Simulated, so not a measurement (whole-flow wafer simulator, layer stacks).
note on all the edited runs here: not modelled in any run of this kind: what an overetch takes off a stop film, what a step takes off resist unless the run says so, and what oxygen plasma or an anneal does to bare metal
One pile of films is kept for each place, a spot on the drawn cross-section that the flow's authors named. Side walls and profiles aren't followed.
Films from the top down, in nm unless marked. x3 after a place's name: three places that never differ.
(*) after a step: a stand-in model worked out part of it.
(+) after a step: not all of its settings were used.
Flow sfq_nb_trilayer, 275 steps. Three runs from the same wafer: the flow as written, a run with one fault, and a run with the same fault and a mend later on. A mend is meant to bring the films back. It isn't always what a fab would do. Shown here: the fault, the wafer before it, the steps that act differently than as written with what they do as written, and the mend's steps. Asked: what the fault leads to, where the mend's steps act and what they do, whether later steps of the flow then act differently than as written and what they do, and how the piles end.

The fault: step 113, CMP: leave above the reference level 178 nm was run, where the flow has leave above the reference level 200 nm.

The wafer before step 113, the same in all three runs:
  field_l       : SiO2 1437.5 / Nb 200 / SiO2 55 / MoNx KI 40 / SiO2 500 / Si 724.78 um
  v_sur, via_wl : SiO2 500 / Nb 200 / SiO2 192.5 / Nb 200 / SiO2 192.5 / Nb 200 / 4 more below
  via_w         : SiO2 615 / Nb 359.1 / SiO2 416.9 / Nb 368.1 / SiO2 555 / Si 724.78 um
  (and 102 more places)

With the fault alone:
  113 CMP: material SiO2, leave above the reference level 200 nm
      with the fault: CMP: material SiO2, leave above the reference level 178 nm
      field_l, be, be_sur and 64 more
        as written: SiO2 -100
        with the fault: SiO2 -122
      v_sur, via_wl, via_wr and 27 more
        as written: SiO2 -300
        with the fault: SiO2 -322
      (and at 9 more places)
  Later steps of the flow that act differently than as written (3 more steps differ only slightly, by at most 2% or 0.5 nm, whichever is larger, and aren't shown):
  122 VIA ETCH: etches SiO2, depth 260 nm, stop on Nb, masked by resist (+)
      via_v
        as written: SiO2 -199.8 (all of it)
        with the fault: SiO2 -177.8 (all of it)
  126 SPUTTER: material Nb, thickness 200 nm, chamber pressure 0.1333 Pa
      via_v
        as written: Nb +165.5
        with the fault: Nb +170.3
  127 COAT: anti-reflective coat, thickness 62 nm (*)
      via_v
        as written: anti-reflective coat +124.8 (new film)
        with the fault: anti-reflective coat +119.8 (new film)
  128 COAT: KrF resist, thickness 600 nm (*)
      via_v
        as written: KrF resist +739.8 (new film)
        with the fault: KrF resist +721.6 (new film)
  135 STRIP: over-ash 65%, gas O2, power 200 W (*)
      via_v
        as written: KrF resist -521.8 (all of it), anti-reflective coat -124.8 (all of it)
        with the fault: KrF resist -503.7 (all of it), anti-reflective coat -119.8 (all of it)
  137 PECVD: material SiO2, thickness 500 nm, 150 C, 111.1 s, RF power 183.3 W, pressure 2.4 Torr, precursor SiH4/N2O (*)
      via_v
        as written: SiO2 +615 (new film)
        with the fault: SiO2 +588.2 (new film)
  At the end the piles differ from the flow's by more than 2% or 0.5 nm, whichever is larger, at v_sur, via_wl, via_w and 29 more.
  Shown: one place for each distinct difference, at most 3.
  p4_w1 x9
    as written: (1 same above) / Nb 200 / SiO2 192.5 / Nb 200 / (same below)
    with the fault: (1 same above) / Nb 200 / SiO2 170.5 / Nb 200 / (same below)
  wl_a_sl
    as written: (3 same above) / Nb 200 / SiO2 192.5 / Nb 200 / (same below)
    with the fault: (3 same above) / Nb 200 / SiO2 170.5 / Nb 200 / (same below)
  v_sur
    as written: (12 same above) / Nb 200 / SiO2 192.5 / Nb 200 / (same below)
    with the fault: (12 same above) / Nb 200 / SiO2 170.5 / Nb 200 / (same below)

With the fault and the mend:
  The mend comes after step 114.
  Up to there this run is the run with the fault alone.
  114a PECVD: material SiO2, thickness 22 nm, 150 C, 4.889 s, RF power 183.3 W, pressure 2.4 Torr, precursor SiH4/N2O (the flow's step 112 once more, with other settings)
      field_l, v_sur, via_wl and 103 more
        SiO2 +22
  No later step of the flow acts differently than as written, at any place that is followed, by more than 2% or 0.5 nm, whichever is larger.
  At the end the piles are the same as the flow's at every place that both follow.
